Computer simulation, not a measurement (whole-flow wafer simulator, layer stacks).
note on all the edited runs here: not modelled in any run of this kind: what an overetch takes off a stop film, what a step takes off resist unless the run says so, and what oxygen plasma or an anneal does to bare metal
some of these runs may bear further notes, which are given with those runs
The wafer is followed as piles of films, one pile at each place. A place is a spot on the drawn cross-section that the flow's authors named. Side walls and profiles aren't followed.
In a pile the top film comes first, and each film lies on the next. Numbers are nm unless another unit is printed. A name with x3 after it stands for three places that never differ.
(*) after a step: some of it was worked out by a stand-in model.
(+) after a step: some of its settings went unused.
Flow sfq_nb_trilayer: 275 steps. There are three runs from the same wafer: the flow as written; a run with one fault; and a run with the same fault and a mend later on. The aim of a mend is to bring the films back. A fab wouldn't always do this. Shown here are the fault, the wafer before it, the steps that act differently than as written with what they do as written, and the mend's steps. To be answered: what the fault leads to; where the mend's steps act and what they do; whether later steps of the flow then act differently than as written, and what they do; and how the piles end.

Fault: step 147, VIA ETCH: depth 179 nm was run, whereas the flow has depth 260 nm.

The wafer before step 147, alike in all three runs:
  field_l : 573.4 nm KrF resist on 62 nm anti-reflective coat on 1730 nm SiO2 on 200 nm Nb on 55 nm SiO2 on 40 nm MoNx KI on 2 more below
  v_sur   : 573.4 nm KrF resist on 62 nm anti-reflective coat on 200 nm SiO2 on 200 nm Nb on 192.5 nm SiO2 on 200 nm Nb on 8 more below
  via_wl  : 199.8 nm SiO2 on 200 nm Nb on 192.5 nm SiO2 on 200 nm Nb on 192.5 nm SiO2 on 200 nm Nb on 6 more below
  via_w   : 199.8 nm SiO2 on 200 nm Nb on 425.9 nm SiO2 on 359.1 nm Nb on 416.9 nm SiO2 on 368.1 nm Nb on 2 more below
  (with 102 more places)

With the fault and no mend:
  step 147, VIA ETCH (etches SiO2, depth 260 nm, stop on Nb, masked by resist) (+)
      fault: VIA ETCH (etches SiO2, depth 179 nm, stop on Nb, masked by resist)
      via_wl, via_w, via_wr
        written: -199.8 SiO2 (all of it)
        fault: -179 SiO2
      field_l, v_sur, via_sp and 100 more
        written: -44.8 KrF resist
        fault: -30.9 KrF resist
  Steps later in the flow that act otherwise than as written (7 more steps, not shown, differ only slightly: by at most 2% or 0.5 nm, whichever is larger):
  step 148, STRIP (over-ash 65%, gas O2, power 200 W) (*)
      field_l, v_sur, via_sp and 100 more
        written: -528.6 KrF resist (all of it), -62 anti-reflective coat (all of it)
        fault: -542.6 KrF resist (all of it), -62 anti-reflective coat (all of it)
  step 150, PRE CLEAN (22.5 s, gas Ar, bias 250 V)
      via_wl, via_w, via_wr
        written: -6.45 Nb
        fault: -7.5 SiO2
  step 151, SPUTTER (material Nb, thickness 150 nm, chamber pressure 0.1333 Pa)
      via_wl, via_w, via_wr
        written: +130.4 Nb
        fault: +132.7 Nb (new film)
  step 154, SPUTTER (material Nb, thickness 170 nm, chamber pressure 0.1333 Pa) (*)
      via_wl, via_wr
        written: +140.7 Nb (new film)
        fault: +144.1 Nb (new film)
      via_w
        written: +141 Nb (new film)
        fault: +144.5 Nb (new film)
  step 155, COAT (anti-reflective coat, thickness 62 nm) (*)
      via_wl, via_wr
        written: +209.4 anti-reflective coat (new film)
        fault: +190.1 anti-reflective coat (new film)
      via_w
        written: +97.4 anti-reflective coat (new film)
        fault: +95.4 anti-reflective coat (new film)
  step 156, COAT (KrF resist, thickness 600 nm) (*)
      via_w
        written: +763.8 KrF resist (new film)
        fault: +745 KrF resist (new film)
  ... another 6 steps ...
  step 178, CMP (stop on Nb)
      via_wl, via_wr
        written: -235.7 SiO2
        fault: -257.7 SiO2
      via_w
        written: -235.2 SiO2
        fault: -257.3 SiO2
  The piles end different from the flow's at via_wl, via_w, via_wr by more than 2% or 0.5 nm, whichever is larger.
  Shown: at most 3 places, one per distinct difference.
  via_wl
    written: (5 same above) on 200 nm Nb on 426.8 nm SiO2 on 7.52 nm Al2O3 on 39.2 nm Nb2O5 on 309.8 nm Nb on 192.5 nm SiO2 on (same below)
    fault: (5 same above) on 200 nm Nb on 404.8 nm SiO2 on 7.58 nm Al2O3 on 39.1 nm Nb2O5 on 118.6 nm Nb on 13.3 nm SiO2 on 200 nm Nb on 192.5 nm SiO2 on (same below)
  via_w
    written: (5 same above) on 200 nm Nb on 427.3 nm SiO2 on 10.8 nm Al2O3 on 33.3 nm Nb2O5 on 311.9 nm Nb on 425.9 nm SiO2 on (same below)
    fault: (5 same above) on 200 nm Nb on 405.2 nm SiO2 on 11 nm Al2O3 on 32.9 nm Nb2O5 on 120.8 nm Nb on 13.3 nm SiO2 on 200 nm Nb on 425.9 nm SiO2 on (same below)

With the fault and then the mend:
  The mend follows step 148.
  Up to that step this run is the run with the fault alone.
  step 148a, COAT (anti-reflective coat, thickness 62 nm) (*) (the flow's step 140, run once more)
      p4_fl x3, p4_w1 x9, p4_g1 x2 and 63 more
        +62 anti-reflective coat (new film)
      res, r_end, moat and 8 more
        +61.7 anti-reflective coat (new film)
      c5j, ce_r, sp_r, be_r, r_sur
        +61.6 anti-reflective coat (new film)
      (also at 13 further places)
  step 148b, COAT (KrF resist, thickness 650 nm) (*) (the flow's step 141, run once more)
      p4_fl x3, p4_w1 x9, p4_g1 x2 and 63 more
        +650 KrF resist (new film)
      field_r, lsp_l, ln_m5, lsp_m, ln_m6, lsp_r, l0_sur
        +649.4 KrF resist (new film)
      res, r_end, moat, l0v
        +649.3 KrF resist (new film)
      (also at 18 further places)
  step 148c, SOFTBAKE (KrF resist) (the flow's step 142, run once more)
      does not change any film at any place that is followed
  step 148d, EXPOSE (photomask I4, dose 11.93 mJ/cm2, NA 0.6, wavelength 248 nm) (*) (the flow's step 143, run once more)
      does not change any film at any place that is followed
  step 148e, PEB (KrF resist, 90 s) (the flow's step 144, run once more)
      c5j, ce_r, sp_r and 90 more
        -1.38 KrF resist
      v_sur, wire, be, be_sur, gap, jj_sur, ce_l
        -1.37 KrF resist
      via_wl, via_wr
        -1.55 KrF resist
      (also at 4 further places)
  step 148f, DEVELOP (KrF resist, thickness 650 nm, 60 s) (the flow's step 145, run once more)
      field_l, v_sur, via_sp and 100 more
        -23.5 KrF resist
      via_wl
        -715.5 KrF resist (all of it)
      via_w
        -770.4 KrF resist (all of it)
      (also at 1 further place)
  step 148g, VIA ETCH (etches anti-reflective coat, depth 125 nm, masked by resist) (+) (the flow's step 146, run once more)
      field_l, v_sur, via_sp and 100 more
        -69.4 KrF resist
      via_wl, via_wr
        -125 anti-reflective coat
      via_w
        -82.7 anti-reflective coat (all of it), -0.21 SiO2
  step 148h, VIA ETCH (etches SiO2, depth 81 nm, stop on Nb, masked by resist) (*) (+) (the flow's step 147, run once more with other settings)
      field_l, v_sur, via_sp and 100 more
        -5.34 KrF resist
      via_wl
        -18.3 anti-reflective coat (all of it), -20.8 SiO2 (all of it)
      via_w
        -20.6 SiO2 (all of it)
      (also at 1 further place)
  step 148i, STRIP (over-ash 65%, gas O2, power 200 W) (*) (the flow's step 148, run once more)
      p4_fl x3, p4_w1 x9, p4_g1 x2 and 63 more
        -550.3 KrF resist (all of it), -62 anti-reflective coat (all of it)
      moat, field_r, lsp_l, ln_m5, lsp_m, ln_m6, lsp_r, l0_sur
        -549.7 KrF resist (all of it), -61.7 anti-reflective coat (all of it)
      res, r_end, l0v
        -549.6 KrF resist (all of it), -61.7 anti-reflective coat (all of it)
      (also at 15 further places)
  None of the later steps of the flow differs from how it acts as written, at any place that is followed, by more than 2% or 0.5 nm, whichever is larger.
  By the end, the piles equal the flow's at every place that both follow.
